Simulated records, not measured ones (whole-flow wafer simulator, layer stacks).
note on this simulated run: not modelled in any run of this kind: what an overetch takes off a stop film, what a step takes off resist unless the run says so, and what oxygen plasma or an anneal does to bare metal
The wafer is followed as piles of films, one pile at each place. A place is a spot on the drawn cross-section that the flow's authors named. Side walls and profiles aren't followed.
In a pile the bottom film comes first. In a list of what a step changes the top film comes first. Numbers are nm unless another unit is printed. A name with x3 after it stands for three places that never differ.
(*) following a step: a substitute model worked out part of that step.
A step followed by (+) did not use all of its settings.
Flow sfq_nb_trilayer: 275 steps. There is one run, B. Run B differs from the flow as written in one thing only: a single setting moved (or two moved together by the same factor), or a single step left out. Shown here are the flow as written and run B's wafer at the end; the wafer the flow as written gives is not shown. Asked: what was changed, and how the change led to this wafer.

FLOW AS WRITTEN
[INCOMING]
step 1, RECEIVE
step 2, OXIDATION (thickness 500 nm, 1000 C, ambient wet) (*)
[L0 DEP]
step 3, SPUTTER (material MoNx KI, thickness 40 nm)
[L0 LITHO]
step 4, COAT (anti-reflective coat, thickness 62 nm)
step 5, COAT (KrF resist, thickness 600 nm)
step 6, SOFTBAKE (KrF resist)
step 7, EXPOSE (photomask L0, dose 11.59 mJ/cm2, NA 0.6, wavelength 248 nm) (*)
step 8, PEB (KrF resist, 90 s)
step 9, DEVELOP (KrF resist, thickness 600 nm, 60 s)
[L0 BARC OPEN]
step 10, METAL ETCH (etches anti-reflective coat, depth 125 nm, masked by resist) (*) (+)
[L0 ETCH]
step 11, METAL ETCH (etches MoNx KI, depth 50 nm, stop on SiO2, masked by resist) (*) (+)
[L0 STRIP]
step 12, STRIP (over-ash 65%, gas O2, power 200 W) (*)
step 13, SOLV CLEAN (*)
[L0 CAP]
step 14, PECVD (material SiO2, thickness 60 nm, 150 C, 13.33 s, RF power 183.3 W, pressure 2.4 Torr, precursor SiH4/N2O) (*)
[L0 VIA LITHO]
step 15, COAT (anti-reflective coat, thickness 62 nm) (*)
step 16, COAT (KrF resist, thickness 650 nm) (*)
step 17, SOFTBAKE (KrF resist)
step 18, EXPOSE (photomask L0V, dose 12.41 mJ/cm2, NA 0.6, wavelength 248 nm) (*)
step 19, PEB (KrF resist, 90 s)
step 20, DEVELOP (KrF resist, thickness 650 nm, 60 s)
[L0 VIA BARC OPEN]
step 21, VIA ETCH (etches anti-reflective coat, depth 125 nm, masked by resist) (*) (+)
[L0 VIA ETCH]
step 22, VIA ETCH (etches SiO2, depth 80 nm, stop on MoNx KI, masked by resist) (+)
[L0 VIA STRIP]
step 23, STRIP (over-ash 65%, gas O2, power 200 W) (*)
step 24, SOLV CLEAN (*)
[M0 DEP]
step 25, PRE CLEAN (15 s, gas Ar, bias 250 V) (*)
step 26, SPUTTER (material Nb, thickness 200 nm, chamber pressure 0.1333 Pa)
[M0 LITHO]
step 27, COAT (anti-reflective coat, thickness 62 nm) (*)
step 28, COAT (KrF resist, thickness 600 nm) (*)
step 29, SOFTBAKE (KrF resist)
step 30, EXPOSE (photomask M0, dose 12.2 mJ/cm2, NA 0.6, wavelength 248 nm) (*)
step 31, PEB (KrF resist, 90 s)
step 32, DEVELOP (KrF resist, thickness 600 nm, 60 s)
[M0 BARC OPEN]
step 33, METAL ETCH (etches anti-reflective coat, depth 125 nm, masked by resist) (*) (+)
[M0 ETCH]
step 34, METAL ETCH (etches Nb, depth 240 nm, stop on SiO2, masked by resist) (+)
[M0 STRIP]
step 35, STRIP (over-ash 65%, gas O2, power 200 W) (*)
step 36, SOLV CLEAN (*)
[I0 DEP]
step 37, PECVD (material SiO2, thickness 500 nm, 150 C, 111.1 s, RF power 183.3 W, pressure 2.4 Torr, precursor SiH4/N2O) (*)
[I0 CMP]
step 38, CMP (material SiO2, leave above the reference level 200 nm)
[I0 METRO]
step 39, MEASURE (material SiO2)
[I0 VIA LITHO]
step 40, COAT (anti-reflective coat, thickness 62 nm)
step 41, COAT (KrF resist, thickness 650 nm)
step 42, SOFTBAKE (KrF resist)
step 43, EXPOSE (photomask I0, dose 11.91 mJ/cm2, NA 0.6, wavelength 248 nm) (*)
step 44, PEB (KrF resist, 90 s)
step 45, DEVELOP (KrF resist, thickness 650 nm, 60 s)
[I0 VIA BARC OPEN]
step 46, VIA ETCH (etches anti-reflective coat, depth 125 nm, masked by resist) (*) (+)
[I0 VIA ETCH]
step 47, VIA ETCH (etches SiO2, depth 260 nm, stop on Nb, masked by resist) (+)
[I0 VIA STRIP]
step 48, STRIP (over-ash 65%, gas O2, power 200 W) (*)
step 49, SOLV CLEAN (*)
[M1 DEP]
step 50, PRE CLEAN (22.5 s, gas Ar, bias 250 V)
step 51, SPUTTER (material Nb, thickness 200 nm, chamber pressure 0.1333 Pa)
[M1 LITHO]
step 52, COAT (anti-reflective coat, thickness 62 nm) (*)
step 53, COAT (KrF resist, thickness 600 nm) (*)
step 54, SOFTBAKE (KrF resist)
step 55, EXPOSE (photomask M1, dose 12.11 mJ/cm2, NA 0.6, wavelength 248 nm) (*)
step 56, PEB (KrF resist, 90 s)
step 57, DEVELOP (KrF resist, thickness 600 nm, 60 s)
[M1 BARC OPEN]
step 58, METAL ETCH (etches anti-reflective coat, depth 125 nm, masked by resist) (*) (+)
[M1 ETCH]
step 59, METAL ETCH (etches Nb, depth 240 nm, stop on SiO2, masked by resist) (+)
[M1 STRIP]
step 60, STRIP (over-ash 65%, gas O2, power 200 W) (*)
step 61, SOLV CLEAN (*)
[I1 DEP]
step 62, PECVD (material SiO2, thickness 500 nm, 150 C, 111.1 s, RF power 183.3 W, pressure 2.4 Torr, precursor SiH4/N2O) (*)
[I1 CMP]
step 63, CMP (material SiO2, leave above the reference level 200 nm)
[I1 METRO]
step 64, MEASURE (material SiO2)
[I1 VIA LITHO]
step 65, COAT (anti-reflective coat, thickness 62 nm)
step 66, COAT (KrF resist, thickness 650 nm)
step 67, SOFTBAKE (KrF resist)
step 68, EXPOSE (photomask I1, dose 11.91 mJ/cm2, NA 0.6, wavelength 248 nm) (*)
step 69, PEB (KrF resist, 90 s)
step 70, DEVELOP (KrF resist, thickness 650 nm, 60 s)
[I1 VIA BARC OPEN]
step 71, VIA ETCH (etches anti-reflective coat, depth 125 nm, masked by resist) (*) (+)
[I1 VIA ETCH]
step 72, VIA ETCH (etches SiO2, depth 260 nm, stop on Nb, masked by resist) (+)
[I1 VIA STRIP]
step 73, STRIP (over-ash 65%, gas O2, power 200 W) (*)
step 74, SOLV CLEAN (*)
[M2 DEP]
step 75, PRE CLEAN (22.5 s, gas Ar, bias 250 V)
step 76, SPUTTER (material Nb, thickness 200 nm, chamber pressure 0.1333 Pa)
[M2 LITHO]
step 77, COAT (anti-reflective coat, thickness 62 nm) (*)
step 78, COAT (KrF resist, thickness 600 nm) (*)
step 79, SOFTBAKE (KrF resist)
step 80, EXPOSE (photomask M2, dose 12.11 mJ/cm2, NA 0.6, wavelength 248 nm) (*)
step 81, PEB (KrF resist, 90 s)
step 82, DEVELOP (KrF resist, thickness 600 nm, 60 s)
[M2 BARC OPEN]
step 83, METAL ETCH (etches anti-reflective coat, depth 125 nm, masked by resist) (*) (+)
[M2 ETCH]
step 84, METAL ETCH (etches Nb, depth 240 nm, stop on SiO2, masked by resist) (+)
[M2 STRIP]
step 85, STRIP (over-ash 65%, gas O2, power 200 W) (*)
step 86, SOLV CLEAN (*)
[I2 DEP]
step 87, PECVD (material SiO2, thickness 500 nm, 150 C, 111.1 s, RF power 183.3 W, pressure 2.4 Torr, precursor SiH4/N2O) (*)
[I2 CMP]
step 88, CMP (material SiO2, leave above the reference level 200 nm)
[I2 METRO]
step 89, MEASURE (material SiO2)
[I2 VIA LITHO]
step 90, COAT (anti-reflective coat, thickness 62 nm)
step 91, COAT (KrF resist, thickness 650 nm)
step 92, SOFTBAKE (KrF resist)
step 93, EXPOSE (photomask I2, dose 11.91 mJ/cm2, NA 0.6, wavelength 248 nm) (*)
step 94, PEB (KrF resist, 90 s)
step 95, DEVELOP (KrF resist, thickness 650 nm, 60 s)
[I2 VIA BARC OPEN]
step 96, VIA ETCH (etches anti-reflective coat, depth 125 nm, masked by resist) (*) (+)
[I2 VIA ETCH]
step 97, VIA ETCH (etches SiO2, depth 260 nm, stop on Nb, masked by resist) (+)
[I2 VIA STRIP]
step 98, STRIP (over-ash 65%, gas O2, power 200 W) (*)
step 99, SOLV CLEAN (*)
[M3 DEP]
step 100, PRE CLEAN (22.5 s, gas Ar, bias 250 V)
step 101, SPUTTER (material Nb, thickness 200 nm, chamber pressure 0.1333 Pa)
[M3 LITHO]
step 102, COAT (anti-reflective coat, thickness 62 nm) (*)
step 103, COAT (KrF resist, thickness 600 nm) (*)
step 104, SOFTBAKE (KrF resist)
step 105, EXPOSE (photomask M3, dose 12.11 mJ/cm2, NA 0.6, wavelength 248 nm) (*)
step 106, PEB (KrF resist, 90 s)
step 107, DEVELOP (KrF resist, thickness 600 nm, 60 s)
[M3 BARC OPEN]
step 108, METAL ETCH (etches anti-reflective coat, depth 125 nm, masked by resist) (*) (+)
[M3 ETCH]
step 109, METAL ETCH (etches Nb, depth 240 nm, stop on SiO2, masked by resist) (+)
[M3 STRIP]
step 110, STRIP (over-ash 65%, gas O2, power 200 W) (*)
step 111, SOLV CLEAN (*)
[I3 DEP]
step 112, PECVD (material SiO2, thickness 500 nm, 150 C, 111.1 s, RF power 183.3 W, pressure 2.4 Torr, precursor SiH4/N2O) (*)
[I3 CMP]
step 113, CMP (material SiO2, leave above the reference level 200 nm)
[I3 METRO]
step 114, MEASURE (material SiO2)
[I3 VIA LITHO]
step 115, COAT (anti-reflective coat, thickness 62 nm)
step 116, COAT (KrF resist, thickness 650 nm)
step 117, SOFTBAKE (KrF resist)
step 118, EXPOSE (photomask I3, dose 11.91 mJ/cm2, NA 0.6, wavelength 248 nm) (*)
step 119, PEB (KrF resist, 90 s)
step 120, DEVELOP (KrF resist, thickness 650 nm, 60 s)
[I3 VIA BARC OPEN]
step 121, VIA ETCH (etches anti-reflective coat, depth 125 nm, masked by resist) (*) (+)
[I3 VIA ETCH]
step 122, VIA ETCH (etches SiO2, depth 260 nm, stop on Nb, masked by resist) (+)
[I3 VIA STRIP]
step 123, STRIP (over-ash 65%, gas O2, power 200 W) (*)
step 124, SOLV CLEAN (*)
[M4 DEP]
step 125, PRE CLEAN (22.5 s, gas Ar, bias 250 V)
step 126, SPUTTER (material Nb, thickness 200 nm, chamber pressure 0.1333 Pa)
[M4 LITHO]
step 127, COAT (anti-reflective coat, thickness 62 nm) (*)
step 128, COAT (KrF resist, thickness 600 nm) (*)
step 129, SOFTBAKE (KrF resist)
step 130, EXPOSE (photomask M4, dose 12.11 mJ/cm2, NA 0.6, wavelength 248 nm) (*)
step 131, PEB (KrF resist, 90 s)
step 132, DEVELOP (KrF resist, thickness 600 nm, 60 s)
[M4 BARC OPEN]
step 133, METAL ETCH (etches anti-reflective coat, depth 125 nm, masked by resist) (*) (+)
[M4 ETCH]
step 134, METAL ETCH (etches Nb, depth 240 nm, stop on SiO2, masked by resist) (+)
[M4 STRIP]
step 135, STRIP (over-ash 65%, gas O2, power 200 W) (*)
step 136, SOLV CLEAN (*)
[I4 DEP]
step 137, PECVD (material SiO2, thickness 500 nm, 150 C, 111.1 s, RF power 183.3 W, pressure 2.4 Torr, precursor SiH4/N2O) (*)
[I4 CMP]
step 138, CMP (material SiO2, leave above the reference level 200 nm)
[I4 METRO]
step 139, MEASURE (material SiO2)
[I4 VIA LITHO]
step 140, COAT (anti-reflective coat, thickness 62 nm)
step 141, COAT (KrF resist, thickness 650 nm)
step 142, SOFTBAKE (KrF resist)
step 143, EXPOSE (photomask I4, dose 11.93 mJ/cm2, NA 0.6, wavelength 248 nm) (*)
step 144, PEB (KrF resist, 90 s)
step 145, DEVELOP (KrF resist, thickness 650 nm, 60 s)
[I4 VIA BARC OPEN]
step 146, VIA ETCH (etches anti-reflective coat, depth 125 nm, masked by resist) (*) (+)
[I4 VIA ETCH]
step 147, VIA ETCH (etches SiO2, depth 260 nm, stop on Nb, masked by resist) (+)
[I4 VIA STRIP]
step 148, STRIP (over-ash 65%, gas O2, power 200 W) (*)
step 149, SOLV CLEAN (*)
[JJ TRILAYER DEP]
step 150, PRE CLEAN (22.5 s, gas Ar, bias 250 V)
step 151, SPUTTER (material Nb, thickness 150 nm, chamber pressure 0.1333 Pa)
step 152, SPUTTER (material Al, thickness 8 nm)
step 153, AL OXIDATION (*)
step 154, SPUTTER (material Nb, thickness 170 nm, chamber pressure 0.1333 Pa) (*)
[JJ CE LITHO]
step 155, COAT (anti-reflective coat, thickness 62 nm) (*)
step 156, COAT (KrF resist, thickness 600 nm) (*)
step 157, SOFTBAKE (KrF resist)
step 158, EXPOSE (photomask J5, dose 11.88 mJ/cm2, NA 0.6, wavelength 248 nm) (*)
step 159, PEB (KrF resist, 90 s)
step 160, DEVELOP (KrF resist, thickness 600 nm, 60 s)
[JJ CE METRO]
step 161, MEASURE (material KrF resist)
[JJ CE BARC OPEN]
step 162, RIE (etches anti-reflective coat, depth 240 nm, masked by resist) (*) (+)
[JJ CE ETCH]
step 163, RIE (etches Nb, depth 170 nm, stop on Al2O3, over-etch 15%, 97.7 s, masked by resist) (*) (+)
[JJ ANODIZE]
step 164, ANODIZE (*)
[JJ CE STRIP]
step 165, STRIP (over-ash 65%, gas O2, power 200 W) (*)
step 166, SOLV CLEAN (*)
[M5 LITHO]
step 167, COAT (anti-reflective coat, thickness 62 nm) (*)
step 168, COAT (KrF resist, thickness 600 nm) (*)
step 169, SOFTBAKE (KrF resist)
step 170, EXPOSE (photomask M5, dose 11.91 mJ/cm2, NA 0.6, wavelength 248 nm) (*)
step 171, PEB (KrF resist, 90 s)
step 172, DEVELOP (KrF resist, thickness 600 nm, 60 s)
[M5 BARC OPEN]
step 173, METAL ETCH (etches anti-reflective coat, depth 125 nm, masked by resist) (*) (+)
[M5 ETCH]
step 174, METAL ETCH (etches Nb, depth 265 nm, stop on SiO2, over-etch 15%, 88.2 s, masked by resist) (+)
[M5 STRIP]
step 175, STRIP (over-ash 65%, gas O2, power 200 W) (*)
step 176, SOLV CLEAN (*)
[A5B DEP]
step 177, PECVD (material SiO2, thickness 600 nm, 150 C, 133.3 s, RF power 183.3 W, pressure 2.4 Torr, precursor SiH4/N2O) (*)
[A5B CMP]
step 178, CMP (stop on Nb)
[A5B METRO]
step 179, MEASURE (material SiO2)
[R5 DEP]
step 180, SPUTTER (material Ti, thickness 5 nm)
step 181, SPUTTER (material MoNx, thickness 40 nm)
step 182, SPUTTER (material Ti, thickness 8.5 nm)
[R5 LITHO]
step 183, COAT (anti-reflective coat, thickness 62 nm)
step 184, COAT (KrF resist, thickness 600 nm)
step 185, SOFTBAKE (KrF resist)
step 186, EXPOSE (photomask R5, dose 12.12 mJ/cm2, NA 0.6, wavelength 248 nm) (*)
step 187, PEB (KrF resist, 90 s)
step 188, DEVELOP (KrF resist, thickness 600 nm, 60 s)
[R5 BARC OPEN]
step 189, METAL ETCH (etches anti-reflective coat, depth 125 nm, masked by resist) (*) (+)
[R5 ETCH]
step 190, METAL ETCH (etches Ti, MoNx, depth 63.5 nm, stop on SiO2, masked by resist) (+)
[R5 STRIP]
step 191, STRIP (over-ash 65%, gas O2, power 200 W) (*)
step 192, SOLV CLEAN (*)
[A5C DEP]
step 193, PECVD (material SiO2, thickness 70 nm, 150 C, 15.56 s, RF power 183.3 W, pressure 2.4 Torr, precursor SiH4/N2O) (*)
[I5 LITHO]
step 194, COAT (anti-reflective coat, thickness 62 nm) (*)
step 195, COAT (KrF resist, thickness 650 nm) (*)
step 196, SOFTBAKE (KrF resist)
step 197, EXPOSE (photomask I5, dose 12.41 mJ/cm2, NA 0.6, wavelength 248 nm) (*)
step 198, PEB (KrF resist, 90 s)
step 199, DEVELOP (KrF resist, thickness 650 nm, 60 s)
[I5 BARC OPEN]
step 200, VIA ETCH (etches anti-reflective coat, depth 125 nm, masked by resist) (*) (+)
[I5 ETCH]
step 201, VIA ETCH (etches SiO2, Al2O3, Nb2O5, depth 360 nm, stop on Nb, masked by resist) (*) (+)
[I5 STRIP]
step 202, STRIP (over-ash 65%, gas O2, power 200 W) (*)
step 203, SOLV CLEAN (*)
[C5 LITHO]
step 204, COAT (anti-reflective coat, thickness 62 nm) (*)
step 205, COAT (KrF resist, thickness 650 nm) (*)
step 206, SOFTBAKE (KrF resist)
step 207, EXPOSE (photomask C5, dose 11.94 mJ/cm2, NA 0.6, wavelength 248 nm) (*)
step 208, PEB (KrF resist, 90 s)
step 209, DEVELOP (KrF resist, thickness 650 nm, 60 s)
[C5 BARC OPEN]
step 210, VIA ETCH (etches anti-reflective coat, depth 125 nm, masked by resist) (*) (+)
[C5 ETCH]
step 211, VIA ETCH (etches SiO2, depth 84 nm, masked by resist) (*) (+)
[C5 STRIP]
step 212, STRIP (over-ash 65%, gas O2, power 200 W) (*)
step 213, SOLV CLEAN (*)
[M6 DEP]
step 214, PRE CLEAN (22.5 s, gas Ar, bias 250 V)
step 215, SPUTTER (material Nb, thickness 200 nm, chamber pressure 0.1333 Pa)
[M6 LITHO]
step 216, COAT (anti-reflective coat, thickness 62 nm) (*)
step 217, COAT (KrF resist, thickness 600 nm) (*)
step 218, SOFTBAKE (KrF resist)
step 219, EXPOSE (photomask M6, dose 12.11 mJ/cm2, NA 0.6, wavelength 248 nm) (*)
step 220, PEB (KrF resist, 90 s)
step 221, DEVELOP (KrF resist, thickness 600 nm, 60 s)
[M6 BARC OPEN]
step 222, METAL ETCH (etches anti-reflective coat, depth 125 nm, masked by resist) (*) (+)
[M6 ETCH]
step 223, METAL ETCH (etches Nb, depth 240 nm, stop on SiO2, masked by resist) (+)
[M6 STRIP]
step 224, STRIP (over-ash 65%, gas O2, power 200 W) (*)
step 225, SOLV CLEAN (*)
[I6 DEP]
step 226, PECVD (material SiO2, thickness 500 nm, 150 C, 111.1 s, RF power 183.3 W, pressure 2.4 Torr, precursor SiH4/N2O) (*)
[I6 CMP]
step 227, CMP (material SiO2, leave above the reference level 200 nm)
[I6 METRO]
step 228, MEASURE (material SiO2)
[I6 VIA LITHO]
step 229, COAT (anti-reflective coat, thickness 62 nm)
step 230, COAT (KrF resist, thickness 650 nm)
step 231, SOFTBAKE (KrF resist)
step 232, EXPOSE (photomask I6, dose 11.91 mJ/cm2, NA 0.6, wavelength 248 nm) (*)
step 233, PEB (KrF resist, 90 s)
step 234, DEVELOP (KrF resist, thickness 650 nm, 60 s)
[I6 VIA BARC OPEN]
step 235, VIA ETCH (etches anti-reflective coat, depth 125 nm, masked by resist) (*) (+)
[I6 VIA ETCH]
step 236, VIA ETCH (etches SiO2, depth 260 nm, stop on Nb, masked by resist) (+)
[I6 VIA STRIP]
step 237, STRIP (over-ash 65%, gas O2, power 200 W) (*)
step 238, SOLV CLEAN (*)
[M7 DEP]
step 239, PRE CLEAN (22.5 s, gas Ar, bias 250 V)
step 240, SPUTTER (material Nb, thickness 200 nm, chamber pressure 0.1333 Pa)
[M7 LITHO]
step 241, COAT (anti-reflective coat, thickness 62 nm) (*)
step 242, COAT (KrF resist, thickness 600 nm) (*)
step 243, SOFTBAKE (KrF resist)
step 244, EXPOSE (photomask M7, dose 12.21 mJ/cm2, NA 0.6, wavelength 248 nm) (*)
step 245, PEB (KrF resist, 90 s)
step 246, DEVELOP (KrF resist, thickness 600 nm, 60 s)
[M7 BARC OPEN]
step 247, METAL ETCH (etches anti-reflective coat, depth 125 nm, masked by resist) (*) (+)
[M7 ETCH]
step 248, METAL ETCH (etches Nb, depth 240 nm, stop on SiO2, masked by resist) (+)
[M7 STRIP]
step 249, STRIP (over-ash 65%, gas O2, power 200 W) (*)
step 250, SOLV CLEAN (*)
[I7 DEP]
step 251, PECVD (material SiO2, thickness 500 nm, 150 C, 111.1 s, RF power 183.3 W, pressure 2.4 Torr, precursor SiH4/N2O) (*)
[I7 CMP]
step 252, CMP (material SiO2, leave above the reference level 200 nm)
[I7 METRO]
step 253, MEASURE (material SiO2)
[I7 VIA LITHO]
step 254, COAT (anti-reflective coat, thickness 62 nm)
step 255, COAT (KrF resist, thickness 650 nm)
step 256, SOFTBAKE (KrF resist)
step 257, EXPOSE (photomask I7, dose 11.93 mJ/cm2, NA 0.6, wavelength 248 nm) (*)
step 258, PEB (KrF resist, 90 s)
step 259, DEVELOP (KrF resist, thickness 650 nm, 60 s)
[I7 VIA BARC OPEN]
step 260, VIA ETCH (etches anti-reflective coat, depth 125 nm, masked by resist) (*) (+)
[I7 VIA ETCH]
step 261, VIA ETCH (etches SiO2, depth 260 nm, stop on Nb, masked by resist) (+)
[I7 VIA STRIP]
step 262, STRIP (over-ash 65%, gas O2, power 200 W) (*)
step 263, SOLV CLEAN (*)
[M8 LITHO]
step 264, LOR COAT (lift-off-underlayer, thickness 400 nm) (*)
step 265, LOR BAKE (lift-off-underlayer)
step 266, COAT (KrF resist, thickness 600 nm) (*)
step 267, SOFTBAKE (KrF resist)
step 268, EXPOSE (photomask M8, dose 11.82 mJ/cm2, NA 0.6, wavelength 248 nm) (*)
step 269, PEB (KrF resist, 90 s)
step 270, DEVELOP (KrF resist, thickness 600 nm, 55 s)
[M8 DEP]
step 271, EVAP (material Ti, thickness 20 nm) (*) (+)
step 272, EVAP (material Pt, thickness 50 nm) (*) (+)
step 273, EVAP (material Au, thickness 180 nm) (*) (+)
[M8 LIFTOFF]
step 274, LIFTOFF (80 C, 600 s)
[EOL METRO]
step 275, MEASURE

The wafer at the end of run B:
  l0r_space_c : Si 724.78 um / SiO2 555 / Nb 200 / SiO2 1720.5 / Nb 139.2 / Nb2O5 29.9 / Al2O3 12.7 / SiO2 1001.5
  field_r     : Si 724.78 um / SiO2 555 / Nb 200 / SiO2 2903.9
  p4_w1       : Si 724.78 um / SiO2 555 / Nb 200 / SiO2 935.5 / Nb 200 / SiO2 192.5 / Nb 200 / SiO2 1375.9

Cause: step 88, CMP: leave above the reference level 158 nm was run, while the flow as written has leave above the reference level 200 nm.

The path from the change to this, step by step:
  step 88, CMP (material SiO2, leave above the reference level 200 nm)
      field_l, be, be_sur and 81 more: SiO2 loses 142 (in the flow as written it would be: SiO2 loses 100)
      v_sur, via_wl, via_w and 18 more: SiO2 loses 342 (in the flow as written it would be: SiO2 loses 300)
      (also at 1 further place)
  step 97, VIA ETCH (etches SiO2, depth 260 nm, stop on Nb, masked by resist) (+)
      field_l, v_sur, via_wl and 102 more: KrF resist loses 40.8 (in the flow as written it would be: KrF resist loses 44.8)
      via_w: SiO2 loses 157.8 (all of it) (in the flow as written it would be: SiO2 loses 199.8 (all of it))
  step 101, SPUTTER (material Nb, thickness 200 nm, chamber pressure 0.1333 Pa)
      via_w: Nb gains 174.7 (in the flow as written it would be: Nb gains 165.5)
  step 102, COAT (anti-reflective coat, thickness 62 nm) (*)
      via_w: anti-reflective coat gains 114 (new film) (in the flow as written it would be: anti-reflective coat gains 124.8 (new film))
  step 103, COAT (KrF resist, thickness 600 nm) (*)
      via_w: KrF resist gains 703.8 (new film) (in the flow as written it would be: KrF resist gains 737.9 (new film))
  step 110, STRIP (over-ash 65%, gas O2, power 200 W) (*)
      via_w: KrF resist loses 485.9 (all of it), anti-reflective coat loses 114 (all of it) (in the flow as written it would be: KrF resist loses 520 (all of it), anti-reflective coat loses 124.8 (all of it))
  step 112, PECVD (material SiO2, thickness 500 nm, 150 C, 111.1 s, RF power 183.3 W, pressure 2.4 Torr, precursor SiH4/N2O) (*)
      via_w: SiO2 gains 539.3 (new film) (in the flow as written it would be: SiO2 gains 615 (new film))
  step 113, CMP (material SiO2, leave above the reference level 200 nm)
      via_w: SiO2 loses 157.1 (in the flow as written it would be: SiO2 loses 181.6)
